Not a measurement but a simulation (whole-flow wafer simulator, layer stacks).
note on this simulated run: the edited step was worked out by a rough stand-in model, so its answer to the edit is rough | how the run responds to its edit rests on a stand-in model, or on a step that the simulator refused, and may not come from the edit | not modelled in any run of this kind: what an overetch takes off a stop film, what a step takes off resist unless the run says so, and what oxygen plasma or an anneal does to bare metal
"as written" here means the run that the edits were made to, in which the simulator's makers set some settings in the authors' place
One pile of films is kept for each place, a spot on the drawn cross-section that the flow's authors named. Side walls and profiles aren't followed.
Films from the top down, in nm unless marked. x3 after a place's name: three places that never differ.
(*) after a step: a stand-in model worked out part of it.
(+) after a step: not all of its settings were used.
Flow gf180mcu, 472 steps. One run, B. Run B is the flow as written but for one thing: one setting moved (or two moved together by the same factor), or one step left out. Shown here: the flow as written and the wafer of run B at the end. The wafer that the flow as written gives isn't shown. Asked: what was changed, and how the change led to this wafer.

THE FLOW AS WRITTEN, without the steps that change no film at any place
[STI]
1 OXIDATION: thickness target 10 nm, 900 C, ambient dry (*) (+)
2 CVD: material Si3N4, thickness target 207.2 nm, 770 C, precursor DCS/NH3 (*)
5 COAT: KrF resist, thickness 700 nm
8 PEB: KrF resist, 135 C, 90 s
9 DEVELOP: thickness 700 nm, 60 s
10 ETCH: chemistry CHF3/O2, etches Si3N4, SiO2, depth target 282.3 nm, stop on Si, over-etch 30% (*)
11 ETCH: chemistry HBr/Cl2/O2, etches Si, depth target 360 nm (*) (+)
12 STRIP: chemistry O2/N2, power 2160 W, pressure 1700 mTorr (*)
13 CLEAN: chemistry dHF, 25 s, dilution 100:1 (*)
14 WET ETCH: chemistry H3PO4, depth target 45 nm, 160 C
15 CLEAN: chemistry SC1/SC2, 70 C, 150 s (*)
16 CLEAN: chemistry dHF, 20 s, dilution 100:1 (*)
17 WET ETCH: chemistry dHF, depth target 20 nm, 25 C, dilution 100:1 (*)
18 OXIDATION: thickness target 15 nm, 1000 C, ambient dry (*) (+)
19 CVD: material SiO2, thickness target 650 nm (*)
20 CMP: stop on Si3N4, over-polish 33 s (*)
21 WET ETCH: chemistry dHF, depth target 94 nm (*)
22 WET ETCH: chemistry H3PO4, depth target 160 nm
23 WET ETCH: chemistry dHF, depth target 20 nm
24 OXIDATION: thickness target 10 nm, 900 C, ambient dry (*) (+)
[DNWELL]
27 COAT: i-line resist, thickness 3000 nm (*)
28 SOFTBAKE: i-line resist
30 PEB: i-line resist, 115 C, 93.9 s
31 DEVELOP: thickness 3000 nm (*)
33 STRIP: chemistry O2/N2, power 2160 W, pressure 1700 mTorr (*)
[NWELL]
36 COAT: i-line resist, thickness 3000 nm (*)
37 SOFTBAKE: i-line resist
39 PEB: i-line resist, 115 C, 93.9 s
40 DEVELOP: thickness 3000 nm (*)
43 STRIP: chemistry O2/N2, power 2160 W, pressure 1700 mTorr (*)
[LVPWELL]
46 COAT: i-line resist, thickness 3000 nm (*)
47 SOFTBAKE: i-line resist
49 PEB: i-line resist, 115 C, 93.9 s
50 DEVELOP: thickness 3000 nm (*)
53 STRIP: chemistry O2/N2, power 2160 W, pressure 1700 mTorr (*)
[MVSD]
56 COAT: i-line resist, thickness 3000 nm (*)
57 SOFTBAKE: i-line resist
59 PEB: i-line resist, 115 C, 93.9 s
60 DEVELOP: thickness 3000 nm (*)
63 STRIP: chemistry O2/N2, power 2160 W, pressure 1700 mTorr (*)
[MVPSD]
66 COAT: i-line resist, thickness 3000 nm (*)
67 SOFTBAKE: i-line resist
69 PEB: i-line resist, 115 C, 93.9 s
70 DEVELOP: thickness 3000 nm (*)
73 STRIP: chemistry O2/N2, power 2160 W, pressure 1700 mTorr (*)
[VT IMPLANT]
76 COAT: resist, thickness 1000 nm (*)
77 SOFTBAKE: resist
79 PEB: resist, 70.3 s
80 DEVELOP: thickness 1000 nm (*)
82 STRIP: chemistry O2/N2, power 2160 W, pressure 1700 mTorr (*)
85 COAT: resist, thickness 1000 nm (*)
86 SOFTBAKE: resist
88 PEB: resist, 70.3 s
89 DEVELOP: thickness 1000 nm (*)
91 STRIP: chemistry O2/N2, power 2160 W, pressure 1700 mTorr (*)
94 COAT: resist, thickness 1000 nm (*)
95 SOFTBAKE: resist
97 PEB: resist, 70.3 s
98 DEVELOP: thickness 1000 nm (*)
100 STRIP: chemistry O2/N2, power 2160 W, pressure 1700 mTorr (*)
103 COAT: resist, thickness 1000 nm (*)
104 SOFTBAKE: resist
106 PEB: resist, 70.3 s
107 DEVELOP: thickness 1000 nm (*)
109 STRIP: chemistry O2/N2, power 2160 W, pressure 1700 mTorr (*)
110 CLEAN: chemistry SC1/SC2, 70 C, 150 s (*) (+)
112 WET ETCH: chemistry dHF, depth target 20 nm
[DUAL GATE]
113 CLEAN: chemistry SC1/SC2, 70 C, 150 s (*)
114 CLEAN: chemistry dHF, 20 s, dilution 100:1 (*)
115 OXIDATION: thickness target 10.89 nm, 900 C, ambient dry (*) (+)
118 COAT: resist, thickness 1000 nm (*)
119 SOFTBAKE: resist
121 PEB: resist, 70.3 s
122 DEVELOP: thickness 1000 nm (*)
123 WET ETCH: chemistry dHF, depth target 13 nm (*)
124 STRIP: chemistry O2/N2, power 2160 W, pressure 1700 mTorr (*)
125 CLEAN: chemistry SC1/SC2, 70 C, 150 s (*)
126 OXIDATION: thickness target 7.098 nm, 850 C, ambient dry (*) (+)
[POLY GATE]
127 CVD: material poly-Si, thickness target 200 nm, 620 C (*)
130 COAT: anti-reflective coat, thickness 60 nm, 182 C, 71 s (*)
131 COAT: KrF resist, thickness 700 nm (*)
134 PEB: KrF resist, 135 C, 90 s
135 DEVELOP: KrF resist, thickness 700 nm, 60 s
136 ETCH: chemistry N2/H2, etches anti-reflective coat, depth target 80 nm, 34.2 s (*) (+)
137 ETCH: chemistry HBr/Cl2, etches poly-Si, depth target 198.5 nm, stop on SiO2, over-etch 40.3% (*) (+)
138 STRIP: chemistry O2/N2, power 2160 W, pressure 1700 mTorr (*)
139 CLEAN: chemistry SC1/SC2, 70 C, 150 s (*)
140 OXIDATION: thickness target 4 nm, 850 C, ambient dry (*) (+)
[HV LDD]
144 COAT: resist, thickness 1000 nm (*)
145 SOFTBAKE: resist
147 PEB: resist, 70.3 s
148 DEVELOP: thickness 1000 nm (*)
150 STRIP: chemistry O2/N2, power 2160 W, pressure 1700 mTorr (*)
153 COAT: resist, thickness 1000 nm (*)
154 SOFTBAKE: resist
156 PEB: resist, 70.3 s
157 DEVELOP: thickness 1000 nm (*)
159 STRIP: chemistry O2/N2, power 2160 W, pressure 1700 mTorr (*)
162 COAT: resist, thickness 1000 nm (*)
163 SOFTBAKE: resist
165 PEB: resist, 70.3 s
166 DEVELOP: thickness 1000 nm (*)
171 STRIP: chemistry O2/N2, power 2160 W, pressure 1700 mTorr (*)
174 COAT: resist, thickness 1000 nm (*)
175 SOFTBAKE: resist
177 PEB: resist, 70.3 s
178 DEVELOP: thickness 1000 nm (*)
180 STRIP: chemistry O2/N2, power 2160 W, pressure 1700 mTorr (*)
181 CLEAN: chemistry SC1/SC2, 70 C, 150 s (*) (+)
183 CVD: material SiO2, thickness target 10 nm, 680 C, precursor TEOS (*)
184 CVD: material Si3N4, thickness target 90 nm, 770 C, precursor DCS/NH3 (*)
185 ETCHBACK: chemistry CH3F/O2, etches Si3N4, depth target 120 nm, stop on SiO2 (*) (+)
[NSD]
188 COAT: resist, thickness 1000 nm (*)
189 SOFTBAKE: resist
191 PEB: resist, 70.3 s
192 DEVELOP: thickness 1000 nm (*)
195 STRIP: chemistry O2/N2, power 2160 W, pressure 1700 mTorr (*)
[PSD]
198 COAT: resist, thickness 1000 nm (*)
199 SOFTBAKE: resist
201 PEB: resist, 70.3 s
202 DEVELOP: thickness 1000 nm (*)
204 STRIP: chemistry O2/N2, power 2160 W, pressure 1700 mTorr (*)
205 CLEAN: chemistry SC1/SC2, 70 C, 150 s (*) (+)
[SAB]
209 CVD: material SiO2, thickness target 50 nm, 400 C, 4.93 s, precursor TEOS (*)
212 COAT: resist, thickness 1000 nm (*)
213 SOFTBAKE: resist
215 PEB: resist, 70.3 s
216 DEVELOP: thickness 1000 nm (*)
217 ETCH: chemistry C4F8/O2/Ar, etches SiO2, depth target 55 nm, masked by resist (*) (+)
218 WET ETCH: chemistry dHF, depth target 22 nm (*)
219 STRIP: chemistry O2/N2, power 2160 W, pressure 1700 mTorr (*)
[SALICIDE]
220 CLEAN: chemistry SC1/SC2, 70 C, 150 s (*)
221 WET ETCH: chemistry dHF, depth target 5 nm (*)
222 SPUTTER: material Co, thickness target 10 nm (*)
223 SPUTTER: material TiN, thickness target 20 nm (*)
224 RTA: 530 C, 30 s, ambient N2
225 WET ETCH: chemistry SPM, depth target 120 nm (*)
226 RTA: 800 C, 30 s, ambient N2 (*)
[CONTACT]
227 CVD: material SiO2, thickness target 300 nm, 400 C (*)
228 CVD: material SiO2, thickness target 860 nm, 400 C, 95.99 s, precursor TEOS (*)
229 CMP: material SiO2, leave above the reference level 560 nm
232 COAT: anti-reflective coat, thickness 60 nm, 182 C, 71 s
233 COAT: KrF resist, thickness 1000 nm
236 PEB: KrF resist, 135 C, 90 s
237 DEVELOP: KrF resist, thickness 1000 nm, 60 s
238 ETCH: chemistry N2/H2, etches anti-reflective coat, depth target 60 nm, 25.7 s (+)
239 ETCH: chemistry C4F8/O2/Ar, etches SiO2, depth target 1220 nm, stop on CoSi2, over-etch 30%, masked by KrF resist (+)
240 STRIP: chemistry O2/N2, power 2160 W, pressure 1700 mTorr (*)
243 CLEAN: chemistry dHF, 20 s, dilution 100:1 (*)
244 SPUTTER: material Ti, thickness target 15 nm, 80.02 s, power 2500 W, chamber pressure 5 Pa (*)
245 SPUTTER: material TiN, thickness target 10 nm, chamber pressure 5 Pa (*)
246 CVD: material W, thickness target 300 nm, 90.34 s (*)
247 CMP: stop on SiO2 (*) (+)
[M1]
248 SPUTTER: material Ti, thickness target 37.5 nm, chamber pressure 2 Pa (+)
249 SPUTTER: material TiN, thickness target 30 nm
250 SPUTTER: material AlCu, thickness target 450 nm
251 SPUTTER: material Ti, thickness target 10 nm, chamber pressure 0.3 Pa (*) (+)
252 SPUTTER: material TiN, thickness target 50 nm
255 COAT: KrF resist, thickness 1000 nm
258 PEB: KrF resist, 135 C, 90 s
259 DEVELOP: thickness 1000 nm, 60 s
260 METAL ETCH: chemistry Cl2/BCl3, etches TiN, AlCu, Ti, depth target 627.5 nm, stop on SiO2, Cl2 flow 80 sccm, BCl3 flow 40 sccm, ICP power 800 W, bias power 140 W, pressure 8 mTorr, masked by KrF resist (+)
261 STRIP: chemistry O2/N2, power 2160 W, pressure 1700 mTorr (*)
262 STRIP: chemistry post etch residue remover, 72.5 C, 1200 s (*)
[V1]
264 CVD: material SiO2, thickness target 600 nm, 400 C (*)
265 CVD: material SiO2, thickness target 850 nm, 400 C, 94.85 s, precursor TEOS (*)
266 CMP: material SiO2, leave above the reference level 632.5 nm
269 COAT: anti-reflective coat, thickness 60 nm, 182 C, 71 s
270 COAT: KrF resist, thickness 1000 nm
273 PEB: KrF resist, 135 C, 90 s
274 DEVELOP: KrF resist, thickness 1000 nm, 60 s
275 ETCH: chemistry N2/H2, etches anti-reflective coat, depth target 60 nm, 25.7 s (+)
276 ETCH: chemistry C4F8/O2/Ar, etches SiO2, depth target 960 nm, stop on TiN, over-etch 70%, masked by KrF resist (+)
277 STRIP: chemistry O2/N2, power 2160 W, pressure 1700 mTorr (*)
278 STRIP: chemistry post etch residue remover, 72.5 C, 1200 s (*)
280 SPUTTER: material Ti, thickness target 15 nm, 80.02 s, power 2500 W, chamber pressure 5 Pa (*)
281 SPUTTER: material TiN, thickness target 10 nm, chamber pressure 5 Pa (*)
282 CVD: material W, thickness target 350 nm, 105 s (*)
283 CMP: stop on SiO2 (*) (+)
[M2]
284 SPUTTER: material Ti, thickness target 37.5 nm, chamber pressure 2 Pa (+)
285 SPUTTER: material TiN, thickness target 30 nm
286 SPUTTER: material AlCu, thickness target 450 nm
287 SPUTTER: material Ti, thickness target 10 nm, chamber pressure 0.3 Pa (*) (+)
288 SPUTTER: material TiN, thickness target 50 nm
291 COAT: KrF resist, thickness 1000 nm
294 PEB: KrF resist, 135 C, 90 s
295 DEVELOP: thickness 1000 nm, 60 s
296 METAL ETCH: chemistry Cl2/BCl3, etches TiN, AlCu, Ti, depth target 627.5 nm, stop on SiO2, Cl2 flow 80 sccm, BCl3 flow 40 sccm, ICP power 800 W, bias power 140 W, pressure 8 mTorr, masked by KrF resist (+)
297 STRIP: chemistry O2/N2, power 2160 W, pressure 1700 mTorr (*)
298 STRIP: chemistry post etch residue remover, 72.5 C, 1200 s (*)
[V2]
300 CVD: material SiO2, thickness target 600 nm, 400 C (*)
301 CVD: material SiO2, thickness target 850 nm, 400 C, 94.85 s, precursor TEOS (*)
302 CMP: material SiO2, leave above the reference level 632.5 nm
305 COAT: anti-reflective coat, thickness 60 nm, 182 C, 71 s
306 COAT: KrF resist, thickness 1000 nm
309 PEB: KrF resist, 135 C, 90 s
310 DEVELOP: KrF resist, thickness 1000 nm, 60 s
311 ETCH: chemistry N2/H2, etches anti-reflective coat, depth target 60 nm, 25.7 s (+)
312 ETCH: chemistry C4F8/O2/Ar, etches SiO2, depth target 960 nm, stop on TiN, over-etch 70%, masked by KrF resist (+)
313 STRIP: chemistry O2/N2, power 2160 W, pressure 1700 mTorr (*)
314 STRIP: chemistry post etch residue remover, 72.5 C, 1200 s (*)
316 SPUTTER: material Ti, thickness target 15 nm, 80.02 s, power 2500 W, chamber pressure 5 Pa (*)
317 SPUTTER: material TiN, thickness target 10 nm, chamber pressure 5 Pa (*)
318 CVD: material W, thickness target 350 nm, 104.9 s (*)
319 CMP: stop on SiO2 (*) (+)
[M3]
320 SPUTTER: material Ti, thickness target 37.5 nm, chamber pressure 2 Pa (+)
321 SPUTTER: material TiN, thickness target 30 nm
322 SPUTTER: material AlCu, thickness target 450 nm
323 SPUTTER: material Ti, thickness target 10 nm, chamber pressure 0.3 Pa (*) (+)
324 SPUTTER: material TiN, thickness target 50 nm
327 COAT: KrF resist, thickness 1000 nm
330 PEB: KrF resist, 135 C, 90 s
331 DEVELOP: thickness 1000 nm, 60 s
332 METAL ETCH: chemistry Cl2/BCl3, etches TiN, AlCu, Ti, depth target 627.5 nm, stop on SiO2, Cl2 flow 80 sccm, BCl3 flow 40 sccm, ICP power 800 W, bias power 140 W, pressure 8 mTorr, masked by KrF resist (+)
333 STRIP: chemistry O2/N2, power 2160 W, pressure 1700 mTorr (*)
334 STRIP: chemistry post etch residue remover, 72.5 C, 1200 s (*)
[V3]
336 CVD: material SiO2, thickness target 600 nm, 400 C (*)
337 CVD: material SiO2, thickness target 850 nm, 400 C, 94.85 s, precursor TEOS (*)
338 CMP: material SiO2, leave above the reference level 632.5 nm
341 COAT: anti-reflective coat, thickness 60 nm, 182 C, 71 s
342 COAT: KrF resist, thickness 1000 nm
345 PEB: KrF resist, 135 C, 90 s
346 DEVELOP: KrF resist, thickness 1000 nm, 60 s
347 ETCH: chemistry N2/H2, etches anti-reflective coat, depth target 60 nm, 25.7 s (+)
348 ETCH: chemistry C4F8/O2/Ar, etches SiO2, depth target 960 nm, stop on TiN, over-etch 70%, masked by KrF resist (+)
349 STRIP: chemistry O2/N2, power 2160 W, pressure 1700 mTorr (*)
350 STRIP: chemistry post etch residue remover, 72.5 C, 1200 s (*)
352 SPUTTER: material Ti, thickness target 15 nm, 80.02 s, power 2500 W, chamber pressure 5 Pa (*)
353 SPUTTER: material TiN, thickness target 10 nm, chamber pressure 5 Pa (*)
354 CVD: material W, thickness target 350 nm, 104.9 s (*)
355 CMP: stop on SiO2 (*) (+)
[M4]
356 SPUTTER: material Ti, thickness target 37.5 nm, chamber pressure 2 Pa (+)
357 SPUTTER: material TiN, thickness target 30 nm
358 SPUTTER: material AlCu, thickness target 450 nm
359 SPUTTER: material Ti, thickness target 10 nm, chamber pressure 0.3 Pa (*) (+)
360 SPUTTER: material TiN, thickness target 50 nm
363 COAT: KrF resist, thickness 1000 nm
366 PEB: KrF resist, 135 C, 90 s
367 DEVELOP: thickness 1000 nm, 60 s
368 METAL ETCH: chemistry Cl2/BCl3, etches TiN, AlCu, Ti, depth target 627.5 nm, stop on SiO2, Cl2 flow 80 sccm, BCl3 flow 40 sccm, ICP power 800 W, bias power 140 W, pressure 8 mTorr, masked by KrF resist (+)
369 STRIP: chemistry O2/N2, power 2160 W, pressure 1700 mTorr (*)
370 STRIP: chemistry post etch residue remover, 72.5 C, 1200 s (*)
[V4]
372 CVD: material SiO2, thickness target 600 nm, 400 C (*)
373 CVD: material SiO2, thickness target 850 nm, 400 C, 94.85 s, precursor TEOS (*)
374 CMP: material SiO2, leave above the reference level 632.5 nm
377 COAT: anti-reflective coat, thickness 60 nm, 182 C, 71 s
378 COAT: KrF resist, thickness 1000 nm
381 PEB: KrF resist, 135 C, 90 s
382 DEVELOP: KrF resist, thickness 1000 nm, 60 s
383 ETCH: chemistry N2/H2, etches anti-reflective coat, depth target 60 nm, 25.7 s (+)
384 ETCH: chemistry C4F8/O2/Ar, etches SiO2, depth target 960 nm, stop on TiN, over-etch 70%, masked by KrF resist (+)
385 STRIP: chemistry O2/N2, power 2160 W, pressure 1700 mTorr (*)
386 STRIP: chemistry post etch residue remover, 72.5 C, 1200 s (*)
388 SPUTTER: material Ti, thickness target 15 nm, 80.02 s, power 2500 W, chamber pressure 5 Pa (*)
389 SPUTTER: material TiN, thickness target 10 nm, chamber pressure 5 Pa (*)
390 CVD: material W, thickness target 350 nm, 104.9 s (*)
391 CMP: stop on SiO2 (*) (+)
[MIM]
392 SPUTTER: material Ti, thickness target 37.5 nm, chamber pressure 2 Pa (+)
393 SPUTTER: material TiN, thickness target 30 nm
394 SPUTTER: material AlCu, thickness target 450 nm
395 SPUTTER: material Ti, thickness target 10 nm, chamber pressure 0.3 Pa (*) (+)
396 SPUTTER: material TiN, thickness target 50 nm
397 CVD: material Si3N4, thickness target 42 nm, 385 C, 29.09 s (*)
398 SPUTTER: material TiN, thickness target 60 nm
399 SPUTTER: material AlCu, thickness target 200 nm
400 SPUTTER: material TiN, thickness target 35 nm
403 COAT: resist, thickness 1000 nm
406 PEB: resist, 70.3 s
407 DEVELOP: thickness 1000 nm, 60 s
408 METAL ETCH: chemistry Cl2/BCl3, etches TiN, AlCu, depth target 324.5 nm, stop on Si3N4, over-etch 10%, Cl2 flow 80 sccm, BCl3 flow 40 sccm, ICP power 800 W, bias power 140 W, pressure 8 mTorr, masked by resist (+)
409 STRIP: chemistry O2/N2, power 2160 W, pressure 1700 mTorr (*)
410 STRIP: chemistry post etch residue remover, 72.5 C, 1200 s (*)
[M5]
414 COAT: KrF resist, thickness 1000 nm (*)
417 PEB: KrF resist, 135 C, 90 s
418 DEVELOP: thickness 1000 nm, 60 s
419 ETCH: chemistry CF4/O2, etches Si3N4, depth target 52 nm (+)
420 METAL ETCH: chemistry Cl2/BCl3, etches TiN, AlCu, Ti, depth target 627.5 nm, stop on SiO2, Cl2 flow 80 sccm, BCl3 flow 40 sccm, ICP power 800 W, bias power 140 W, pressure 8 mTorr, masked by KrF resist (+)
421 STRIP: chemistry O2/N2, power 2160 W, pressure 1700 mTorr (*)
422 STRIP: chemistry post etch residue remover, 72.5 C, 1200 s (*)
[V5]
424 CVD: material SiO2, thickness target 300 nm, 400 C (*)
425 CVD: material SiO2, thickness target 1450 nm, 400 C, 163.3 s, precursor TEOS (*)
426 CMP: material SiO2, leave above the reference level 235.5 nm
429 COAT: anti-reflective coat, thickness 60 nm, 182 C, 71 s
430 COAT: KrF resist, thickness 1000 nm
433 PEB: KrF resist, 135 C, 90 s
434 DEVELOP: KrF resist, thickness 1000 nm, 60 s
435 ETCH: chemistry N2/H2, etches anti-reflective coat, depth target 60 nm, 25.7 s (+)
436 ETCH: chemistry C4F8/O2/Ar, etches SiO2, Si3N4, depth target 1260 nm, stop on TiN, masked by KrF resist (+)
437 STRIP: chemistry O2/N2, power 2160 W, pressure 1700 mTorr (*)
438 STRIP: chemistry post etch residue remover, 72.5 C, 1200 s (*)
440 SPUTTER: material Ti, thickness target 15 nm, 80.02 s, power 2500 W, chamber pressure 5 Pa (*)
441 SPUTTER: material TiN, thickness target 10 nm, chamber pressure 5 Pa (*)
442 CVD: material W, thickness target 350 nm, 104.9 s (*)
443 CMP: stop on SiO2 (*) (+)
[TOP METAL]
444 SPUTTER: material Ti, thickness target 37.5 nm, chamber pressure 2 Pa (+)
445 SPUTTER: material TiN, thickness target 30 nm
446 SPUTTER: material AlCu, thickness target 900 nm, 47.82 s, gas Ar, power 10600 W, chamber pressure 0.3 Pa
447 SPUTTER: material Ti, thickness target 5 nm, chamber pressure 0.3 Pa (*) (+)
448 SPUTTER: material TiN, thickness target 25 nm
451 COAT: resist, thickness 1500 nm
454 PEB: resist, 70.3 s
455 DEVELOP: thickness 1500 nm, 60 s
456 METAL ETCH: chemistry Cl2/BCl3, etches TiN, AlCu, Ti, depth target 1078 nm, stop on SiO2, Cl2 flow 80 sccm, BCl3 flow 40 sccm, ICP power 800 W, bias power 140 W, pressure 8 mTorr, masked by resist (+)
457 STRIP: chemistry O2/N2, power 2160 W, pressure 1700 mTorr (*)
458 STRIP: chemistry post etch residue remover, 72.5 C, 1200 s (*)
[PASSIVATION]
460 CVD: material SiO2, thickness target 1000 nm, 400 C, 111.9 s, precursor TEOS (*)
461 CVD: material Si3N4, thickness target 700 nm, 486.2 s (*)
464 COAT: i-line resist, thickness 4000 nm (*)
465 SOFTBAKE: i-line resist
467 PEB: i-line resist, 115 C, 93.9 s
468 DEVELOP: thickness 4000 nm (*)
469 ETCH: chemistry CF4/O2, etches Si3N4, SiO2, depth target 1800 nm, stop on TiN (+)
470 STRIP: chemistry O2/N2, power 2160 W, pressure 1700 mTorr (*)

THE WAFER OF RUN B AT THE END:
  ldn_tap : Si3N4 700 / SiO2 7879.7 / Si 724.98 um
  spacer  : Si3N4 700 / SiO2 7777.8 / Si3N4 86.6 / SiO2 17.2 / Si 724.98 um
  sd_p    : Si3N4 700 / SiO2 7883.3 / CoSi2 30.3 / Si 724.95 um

The cause: step 209, CVD: thickness target 80 nm was run, where the flow has thickness target 50 nm; step 209, CVD: 7.888 s was run, where the flow has 4.93 s.

How the change led to this, step by step:
  209 CVD: material SiO2, thickness target 50 nm, 400 C, 4.93 s, precursor TEOS (*)
      field, field__w7, field__w8 and 73 more: SiO2 +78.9 (as written it would be: SiO2 +50)
      field_sub, field_sub__w2, ld_drn_n, ld_sd_p: SiO2 +77 (as written it would be: SiO2 +48.8)
      (and at 29 more places)
  217 ETCH: chemistry C4F8/O2/Ar, etches SiO2, depth target 55 nm, masked by resist (*) (+)
      spacer: SiO2 -55 (as written it would be: SiO2 -50 (all of it), Si3N4 -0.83)
  218 WET ETCH: chemistry dHF, depth target 22 nm (*)
      ldn_tap, ldn_src, ldn_drn, ldp_tap, ldp_src, ldp_drn, ldp_gr: SiO2 -41.5 (as written it would be: SiO2 -16 (all of it))
      ld_drn_n, ld_sd_p: SiO2 -40.2 (as written it would be: SiO2 -14.8 (all of it))
      (and at 91 more places)
  219 STRIP: chemistry O2/N2, power 2160 W, pressure 1700 mTorr (*)
      active_hv, active_nat, ld_sd_n and 11 more: nothing (as written it would be: chemical SiO2 +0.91 (new film), Si -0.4)
  221 WET ETCH: chemistry dHF, depth target 5 nm (*)
      ldn_tap, ldn_src, ldn_drn, ldp_tap, ldp_src, ldp_drn, ldp_gr: SiO2 -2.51 (as written it would be: chemical SiO2 -0.76 (all of it))
      ld_drn_n, ld_sd_p: SiO2 -2.48 (all of it) (as written it would be: chemical SiO2 -0.76 (all of it))
      (and at 5 more places)
  223 SPUTTER: material TiN, thickness target 20 nm (*)
      field__w12: TiN +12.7 (new film) (as written it would be: TiN +12 (new film))
      sd_p: TiN +17 (new film) (as written it would be: TiN +17.9 (new film))
      (and at 1 more place)
  224 RTA: 530 C, 30 s, ambient N2
      ldn_tap, ldn_src, ldn_drn, ldp_tap, ldp_src, ldp_drn, ldp_gr: nothing (as written it would be: under 1 film: CoSi +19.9 (new film), Co -10 (all of it), Si -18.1)
      sd_p: under 1 film: CoSi +17.2 (new film), Co -8.66 (all of it), Si -15.7 (as written it would be: under 1 film: CoSi +18.1 (new film), Co -9.09 (all of it), Si -16.5)
  225 WET ETCH: chemistry SPM, depth target 120 nm (*)
      ldn_tap, ldn_src, ldn_drn, ldp_tap, ldp_src, ldp_drn, ldp_gr: TiN -20 (all of it), Co -10 (all of it) (as written it would be: TiN -20 (all of it))
      field__w12: TiN -12.7 (all of it), Co -6.46 (all of it) (as written it would be: TiN -12 (all of it), Co -6.15 (all of it))
      (and at 2 more places)
  226 RTA: 800 C, 30 s, ambient N2 (*)
      ldn_tap, ldn_src, ldn_drn, ldp_tap, ldp_src, ldp_drn, ldp_gr: nothing (as written it would be: CoSi2 +35 (new film), CoSi -19.9 (all of it), Si -18.1)
      sd_p: CoSi2 +30.3 (new film), CoSi -17.2 (all of it), Si -15.7 (as written it would be: CoSi2 +31.8 (new film), CoSi -18.1 (all of it), Si -16.5)
  227 CVD: material SiO2, thickness target 300 nm, 400 C (*)
      ldn_tap, ldn_src, ldn_drn, ldp_tap, ldp_src, ldp_drn, ldp_gr: SiO2 +300 (as written it would be: SiO2 +300 (new film))
  229 CMP: material SiO2, leave above the reference level 560 nm
      ldn_sep__w1, ldn_sep__w2, ldn_dft and 8 more: SiO2 -321.8 (as written it would be: SiO2 -311)
      sti, mim_1p0, pad, dice_street, iso_nw_fld, iso_fld_sub: SiO2 -307.6 (as written it would be: SiO2 -296.8)
      (and at 45 more places)
Counting metal films that touch as one body, ldn_tap has 0 bodies; the flow as written gives 1 body.
